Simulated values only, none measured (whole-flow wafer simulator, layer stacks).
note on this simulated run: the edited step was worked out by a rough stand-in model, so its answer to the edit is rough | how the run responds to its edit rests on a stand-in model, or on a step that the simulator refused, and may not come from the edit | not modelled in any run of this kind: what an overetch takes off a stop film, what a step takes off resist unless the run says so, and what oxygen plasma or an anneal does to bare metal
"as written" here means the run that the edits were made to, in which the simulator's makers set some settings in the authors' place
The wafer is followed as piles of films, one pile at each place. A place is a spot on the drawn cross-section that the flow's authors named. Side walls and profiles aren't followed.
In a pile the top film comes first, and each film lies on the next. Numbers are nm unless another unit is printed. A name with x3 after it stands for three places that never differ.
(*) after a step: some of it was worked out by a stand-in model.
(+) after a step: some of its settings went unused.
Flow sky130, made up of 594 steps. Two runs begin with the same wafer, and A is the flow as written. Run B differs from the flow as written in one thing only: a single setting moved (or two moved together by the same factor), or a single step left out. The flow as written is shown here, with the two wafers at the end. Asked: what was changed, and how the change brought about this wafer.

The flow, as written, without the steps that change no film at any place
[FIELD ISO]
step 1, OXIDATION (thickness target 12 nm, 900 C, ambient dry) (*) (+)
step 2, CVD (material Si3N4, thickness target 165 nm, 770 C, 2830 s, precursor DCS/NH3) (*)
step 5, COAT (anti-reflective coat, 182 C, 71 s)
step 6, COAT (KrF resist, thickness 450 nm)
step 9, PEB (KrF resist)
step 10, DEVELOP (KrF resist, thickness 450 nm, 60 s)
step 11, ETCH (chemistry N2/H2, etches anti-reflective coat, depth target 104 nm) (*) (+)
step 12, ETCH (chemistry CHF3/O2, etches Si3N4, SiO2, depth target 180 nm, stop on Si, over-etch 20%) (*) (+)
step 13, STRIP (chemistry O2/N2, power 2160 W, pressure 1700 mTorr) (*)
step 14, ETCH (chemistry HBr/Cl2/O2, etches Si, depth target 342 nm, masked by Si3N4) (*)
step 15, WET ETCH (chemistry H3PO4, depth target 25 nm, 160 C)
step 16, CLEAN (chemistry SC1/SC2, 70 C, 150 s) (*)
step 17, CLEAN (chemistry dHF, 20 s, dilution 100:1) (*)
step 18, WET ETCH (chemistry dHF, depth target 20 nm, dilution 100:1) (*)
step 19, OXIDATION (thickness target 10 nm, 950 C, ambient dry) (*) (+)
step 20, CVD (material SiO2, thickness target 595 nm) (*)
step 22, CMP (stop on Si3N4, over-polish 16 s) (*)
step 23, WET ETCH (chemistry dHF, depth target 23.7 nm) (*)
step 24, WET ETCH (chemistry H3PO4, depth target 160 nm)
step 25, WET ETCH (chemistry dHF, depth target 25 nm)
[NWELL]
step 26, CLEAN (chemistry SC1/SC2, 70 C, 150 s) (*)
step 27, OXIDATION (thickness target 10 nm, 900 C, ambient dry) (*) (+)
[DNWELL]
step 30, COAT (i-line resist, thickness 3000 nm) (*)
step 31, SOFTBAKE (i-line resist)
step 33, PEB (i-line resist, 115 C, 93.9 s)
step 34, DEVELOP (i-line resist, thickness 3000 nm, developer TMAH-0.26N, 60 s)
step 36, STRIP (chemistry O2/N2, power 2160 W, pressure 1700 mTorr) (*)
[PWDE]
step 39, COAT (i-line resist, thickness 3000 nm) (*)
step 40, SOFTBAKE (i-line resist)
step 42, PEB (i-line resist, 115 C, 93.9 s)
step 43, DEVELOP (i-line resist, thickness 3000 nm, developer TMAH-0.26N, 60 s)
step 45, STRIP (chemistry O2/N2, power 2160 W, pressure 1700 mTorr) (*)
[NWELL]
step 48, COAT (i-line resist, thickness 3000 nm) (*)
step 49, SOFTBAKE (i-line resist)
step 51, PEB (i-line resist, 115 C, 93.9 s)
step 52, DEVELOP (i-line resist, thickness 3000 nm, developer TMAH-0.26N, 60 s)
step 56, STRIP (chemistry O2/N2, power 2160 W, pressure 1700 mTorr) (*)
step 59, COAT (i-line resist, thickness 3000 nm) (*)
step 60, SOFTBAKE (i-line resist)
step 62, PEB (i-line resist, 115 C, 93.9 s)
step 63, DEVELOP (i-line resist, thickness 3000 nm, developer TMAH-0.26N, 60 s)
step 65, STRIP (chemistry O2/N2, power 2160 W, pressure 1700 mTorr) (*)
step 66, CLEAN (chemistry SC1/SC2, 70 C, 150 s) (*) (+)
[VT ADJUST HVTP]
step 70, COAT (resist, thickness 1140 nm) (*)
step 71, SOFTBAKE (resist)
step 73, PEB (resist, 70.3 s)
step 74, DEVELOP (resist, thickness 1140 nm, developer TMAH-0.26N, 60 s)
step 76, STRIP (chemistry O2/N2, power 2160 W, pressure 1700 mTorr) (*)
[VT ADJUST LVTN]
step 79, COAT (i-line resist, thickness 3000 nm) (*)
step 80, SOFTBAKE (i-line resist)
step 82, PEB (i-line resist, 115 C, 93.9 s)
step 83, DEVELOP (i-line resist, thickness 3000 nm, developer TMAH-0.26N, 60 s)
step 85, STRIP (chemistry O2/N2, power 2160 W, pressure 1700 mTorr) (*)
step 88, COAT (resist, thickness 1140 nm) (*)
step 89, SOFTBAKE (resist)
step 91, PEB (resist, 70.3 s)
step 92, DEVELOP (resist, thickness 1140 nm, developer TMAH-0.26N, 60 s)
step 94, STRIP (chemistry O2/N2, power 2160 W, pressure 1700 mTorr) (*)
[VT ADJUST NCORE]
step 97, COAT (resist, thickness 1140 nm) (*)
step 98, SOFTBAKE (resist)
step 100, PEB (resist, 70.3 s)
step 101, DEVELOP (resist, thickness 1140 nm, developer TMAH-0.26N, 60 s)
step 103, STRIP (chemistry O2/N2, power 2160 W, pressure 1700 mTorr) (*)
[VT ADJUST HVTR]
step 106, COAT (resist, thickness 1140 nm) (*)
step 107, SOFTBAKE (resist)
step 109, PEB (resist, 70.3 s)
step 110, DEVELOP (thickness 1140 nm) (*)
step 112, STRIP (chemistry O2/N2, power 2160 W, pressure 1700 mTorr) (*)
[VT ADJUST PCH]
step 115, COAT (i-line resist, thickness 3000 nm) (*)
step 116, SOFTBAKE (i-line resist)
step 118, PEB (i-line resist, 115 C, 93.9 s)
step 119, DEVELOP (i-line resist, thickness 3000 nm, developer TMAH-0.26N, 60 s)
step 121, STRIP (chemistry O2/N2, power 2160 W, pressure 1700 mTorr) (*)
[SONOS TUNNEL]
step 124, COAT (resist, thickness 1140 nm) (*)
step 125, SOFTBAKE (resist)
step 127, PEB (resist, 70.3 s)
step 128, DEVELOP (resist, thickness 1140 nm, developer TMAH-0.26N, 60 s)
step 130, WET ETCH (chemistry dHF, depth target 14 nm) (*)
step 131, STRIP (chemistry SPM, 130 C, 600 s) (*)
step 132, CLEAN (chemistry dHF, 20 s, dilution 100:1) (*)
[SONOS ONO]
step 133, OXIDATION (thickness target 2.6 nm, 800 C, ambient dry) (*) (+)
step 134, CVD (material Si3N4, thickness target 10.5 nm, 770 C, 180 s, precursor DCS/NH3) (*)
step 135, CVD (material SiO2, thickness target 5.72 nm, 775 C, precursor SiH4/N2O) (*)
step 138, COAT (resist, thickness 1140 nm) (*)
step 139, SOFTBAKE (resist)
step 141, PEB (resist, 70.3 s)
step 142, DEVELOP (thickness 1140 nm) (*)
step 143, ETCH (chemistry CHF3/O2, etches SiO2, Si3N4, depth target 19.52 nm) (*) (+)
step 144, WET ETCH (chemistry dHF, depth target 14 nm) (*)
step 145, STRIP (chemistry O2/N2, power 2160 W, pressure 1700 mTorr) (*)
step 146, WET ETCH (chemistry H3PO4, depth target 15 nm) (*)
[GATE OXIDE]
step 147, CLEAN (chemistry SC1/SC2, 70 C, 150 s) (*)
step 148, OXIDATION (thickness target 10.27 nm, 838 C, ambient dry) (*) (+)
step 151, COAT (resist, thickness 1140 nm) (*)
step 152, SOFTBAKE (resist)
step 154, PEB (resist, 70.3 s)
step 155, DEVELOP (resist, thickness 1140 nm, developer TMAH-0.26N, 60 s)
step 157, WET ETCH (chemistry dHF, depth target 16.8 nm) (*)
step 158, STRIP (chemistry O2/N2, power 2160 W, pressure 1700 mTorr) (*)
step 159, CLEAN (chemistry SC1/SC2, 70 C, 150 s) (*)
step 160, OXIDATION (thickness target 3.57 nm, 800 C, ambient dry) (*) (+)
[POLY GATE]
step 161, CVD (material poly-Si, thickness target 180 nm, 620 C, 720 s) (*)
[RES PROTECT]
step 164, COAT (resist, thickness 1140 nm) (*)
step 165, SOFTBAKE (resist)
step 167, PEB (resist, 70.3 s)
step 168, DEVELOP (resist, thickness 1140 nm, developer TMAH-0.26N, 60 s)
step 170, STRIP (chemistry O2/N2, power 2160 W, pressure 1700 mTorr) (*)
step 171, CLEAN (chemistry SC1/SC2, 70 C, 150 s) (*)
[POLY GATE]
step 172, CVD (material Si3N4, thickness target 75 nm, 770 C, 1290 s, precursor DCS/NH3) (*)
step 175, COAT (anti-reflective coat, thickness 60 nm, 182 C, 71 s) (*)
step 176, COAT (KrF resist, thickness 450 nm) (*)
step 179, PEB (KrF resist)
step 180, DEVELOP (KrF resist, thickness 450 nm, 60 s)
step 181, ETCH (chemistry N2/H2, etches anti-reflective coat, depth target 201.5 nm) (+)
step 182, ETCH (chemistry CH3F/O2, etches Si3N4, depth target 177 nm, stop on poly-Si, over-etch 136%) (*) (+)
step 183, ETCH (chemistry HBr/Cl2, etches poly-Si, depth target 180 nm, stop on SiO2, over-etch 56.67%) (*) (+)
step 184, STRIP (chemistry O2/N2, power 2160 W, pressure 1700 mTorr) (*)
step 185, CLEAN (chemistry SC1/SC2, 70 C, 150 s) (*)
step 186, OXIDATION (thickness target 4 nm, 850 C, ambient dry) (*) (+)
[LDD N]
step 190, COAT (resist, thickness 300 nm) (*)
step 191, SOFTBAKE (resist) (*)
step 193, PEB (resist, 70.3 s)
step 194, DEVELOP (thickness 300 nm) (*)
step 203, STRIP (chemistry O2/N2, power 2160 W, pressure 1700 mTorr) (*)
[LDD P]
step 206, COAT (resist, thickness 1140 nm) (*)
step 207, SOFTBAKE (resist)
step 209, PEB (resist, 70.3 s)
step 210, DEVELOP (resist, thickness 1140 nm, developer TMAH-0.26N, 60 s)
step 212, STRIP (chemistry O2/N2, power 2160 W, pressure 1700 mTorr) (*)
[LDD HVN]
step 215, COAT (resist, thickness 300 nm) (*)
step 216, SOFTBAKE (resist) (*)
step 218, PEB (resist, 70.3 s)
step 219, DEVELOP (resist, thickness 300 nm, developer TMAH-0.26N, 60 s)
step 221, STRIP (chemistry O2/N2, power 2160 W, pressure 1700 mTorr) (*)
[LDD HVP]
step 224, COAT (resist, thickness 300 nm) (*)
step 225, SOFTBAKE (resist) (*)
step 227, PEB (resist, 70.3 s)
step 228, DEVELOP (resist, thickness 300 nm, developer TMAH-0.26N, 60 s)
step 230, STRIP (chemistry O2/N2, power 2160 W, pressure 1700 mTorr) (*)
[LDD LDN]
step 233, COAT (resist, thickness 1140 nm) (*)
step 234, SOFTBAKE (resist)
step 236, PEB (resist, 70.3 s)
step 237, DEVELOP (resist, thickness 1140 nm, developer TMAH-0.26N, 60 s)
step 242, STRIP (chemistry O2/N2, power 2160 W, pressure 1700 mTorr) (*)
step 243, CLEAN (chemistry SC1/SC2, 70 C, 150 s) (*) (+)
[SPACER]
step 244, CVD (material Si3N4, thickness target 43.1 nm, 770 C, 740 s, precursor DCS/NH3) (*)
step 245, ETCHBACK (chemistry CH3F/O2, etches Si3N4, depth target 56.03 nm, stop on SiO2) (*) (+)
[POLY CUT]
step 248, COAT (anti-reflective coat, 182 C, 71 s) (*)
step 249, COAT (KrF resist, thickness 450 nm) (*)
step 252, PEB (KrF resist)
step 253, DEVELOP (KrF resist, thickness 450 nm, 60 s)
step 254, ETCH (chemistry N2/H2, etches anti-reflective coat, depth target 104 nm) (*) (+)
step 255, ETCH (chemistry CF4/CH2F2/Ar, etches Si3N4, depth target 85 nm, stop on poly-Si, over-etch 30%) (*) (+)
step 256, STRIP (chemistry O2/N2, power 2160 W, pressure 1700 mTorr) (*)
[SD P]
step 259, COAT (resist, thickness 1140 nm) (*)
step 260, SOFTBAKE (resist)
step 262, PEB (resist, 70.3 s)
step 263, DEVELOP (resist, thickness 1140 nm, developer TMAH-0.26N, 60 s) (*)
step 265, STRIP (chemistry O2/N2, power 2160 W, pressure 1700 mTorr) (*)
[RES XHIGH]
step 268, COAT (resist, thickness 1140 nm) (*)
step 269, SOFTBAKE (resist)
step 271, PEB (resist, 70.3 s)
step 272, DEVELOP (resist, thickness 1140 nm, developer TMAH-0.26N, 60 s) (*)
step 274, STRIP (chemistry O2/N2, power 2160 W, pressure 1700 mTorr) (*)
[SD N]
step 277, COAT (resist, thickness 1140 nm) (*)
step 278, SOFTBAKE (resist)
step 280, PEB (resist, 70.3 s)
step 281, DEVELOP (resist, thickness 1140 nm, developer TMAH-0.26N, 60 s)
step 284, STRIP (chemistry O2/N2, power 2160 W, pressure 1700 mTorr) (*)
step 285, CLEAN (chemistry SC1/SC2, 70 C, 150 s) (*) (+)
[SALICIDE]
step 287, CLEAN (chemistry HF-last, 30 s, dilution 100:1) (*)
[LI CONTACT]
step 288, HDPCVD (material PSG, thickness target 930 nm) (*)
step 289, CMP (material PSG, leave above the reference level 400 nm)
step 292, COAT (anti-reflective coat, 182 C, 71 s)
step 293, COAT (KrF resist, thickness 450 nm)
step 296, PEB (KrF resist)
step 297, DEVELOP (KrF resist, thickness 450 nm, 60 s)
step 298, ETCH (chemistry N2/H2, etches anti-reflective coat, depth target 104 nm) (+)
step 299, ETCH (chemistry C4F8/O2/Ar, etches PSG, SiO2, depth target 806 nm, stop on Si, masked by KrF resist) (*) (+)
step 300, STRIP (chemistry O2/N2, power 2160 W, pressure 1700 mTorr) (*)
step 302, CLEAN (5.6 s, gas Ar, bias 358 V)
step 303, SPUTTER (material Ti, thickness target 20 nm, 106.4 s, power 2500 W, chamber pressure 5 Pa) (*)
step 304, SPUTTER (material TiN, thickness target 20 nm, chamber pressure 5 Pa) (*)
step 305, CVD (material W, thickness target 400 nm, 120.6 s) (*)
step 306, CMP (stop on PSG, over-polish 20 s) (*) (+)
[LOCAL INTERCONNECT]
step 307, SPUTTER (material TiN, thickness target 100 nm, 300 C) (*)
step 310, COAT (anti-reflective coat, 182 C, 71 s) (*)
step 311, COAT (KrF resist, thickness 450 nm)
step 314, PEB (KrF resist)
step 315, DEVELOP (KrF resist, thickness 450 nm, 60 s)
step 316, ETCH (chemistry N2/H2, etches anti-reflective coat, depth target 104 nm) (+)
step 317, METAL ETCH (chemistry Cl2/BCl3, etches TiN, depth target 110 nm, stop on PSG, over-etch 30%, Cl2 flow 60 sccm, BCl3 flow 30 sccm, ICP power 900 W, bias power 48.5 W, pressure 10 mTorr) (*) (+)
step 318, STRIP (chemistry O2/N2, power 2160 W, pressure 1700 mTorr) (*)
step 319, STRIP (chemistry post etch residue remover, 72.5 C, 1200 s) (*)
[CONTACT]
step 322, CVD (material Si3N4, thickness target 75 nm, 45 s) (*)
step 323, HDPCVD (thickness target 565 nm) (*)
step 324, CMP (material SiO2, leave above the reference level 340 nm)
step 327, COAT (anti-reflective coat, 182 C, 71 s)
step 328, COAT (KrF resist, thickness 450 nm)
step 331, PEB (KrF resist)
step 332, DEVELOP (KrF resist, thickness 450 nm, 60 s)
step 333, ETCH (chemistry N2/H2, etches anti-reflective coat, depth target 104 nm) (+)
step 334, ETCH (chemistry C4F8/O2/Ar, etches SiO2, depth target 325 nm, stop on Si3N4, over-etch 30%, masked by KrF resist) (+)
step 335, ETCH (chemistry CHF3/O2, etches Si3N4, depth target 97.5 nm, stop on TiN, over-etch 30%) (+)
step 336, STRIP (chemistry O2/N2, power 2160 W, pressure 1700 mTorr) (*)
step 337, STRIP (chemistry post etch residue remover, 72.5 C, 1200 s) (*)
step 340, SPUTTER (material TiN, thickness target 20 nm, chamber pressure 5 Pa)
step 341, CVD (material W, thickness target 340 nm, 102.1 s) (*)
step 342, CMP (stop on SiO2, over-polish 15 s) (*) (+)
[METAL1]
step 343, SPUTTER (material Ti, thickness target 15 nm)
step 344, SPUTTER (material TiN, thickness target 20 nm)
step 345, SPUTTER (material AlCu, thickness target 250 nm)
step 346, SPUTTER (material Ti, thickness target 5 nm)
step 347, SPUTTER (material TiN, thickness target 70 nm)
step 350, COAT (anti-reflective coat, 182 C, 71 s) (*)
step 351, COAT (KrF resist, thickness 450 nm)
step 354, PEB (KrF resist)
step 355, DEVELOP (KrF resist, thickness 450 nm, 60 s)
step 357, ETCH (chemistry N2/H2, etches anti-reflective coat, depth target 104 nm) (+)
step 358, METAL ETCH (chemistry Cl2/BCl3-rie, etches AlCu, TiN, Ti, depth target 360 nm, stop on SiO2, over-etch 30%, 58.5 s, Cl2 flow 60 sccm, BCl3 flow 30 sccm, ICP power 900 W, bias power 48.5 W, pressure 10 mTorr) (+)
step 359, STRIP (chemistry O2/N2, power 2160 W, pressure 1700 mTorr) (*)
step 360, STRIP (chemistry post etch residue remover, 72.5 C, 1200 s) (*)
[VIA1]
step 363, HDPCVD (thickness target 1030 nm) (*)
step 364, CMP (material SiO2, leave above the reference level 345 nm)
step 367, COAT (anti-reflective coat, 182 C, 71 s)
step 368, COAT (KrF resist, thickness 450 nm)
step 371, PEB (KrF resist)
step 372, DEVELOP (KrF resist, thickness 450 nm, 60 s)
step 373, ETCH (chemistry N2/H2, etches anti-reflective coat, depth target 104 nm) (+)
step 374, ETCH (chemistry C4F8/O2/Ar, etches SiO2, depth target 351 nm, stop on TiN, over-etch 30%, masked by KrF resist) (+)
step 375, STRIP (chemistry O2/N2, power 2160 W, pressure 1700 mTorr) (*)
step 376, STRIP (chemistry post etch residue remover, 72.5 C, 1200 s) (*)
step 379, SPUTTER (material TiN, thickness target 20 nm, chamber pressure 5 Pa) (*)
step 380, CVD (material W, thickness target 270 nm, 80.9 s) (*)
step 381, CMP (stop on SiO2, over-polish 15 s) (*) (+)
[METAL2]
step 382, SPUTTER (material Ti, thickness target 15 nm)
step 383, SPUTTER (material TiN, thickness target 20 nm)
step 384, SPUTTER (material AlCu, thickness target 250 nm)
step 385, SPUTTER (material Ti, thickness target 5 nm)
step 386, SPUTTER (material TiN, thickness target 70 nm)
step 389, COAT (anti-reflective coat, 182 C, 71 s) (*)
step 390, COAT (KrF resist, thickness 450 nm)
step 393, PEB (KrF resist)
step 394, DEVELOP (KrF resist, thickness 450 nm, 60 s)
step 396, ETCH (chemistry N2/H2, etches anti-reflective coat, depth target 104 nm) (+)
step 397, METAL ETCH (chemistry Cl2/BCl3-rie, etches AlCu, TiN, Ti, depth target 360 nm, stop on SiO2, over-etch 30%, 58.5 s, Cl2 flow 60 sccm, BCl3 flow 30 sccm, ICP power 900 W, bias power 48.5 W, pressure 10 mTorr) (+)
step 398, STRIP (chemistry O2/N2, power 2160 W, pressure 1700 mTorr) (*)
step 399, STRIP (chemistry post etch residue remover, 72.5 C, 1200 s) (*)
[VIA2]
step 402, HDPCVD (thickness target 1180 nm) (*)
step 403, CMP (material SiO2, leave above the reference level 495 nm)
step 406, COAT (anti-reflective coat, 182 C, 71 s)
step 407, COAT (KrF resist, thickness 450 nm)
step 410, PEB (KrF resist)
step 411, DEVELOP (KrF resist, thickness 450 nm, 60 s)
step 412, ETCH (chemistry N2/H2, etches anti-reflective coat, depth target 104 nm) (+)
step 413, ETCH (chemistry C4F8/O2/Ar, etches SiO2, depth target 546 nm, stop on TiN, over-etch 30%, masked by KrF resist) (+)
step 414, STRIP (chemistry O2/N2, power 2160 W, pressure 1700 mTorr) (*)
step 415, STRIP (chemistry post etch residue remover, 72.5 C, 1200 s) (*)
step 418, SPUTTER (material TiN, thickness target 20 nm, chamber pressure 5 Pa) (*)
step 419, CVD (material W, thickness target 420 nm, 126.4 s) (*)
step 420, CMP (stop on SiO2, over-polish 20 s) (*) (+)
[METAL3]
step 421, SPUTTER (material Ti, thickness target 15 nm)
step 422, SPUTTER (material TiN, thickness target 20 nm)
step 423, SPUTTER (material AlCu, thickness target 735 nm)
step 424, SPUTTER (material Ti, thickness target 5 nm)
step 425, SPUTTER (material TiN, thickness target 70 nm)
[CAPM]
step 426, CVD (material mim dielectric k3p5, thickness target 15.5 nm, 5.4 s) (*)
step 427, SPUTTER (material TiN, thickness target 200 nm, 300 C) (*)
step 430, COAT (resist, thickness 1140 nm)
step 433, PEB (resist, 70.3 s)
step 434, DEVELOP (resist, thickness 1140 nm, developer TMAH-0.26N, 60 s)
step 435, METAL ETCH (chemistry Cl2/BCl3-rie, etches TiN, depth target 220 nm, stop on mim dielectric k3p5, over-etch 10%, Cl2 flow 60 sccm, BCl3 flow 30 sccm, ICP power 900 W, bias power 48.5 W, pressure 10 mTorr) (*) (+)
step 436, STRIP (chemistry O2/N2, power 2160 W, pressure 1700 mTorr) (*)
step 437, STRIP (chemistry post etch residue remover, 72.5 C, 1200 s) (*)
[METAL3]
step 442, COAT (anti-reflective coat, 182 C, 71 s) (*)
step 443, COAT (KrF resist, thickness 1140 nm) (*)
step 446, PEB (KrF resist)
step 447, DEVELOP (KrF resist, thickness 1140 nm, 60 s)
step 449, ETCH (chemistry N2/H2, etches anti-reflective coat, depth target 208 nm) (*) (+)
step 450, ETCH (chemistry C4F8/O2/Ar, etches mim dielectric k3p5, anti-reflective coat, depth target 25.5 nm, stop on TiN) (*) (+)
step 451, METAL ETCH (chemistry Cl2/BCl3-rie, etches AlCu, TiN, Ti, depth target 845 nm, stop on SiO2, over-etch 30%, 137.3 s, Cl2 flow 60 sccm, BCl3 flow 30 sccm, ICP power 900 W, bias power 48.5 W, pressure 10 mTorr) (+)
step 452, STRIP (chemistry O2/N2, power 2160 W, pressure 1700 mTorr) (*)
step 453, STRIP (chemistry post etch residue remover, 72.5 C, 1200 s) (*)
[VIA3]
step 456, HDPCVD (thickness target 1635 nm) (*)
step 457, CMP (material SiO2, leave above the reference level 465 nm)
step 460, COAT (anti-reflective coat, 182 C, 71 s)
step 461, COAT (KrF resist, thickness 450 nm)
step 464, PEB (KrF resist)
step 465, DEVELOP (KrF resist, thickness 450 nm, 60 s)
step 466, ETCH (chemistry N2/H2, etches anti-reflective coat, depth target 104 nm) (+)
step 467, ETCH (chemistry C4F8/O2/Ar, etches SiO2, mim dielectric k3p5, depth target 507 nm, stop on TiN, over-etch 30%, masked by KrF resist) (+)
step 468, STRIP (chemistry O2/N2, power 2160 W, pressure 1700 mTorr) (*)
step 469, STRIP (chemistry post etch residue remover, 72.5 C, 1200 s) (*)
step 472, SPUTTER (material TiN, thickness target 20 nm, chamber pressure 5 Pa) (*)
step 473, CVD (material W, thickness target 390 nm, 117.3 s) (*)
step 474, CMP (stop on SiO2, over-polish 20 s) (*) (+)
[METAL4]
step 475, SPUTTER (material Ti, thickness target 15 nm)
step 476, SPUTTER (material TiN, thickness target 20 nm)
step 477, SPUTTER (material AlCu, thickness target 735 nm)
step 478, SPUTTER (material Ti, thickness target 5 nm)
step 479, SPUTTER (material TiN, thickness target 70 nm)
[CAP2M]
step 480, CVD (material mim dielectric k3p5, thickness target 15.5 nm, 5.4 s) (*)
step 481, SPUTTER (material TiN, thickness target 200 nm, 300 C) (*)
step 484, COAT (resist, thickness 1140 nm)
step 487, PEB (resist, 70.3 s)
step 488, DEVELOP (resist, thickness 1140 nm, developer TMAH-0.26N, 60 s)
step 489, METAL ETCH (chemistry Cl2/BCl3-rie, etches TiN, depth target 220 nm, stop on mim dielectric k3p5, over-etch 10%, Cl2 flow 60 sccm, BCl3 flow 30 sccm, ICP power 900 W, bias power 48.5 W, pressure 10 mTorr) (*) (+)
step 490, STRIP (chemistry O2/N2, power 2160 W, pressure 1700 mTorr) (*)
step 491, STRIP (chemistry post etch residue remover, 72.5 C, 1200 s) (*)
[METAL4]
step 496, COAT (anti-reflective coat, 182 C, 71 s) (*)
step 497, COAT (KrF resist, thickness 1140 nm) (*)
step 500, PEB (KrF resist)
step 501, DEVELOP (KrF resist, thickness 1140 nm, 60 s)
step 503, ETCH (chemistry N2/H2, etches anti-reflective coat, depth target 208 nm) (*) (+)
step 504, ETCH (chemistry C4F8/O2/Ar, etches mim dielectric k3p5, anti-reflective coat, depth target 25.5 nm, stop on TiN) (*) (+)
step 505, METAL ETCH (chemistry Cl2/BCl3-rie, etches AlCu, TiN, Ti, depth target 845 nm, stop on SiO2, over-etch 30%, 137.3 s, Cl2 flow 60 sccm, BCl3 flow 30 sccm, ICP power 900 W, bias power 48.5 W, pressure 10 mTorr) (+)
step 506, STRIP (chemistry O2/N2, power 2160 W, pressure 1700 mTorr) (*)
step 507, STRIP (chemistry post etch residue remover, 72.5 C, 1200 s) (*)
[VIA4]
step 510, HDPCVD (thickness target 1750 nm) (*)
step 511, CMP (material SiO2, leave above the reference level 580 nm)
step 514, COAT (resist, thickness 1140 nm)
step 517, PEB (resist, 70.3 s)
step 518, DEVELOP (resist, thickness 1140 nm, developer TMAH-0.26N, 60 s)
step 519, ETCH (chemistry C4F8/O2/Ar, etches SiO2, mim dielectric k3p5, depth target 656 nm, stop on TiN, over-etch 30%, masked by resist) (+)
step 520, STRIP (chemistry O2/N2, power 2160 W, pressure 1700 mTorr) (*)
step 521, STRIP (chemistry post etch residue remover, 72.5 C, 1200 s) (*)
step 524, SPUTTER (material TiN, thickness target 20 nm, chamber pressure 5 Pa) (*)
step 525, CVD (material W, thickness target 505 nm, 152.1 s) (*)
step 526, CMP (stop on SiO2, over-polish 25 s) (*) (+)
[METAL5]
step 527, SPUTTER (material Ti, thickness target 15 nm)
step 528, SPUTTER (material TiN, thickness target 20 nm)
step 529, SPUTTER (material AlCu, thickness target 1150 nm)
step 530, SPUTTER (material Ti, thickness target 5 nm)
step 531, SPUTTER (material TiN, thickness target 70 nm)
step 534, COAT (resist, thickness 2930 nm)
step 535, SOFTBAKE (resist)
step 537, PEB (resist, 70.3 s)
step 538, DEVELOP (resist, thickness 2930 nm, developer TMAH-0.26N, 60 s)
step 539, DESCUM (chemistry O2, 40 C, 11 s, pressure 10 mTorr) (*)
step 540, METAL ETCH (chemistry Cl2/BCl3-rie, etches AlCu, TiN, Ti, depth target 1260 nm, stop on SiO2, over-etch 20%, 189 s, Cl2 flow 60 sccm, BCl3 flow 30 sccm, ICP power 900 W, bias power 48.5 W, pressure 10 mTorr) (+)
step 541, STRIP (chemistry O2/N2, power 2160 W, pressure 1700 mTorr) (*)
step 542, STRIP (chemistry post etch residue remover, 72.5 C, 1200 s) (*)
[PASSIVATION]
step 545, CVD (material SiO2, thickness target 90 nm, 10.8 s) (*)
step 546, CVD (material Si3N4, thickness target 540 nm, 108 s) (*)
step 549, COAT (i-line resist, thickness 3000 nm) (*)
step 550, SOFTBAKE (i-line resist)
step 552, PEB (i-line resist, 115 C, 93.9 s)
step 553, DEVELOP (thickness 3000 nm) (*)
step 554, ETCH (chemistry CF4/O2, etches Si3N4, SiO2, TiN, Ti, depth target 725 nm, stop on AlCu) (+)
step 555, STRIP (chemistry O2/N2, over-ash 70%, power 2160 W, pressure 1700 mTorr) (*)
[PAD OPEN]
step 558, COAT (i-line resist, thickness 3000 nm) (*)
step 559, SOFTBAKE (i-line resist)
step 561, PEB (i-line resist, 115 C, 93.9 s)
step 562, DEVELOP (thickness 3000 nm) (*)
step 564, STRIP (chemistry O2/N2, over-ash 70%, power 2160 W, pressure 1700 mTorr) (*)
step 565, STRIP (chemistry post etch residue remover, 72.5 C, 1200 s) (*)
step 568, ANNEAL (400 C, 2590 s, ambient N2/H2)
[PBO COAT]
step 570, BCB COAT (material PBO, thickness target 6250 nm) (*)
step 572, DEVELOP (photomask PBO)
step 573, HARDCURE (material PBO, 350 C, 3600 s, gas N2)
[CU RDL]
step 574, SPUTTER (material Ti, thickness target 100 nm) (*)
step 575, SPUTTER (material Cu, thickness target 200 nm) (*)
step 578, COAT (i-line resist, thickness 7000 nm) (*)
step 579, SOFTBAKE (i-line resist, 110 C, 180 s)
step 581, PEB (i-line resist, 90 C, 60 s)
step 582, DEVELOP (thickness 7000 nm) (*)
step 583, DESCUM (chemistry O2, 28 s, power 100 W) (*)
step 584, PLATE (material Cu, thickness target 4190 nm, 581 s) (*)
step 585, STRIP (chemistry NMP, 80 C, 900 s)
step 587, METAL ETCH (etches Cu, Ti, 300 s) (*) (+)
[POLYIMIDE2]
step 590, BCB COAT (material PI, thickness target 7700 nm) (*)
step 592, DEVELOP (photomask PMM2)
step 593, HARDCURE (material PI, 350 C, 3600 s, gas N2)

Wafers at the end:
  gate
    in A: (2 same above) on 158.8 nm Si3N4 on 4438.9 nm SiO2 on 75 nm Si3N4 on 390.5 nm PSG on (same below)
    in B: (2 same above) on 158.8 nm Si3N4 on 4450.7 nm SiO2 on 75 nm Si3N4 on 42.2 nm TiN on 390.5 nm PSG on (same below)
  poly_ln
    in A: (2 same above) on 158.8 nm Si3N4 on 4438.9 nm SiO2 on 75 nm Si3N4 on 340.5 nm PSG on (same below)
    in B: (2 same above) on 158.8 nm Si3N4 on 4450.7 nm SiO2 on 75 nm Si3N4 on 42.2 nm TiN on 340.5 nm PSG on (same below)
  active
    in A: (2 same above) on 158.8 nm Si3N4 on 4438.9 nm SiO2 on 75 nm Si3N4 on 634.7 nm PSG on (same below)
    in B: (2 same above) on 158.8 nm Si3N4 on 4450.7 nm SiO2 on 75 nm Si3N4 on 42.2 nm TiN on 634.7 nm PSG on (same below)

What caused this: step 307, SPUTTER: thickness target 154 nm was run, while the flow as written has thickness target 100 nm.

How this came from the change, step by step:
  step 307, SPUTTER (material TiN, thickness target 100 nm, 300 C) (*)
      field, active, n_well and 188 more: A TiN gains 100 (new film) | B TiN gains 154 (new film)
  step 317, METAL ETCH (chemistry Cl2/BCl3, etches TiN, depth target 110 nm, stop on PSG, over-etch 30%, Cl2 flow 60 sccm, BCl3 flow 30 sccm, ICP power 900 W, bias power 48.5 W, pressure 10 mTorr) (*) (+)
      field, active, gate and 88 more: A TiN loses 98.7 (all of it) | B TiN loses 110
  step 324, CMP (material SiO2, leave above the reference level 340 nm)
      field, active, gate and 88 more: A SiO2 loses 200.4 | B SiO2 loses 188.7
With metal films that touch counted as one body, gate has 1 body; the flow as written gives 0 bodies.
With metal films that touch counted as one body, poly_ln has 1 body; the flow as written gives 0 bodies.
With metal films that touch counted as one body, active has 1 body; the flow as written gives 0 bodies.
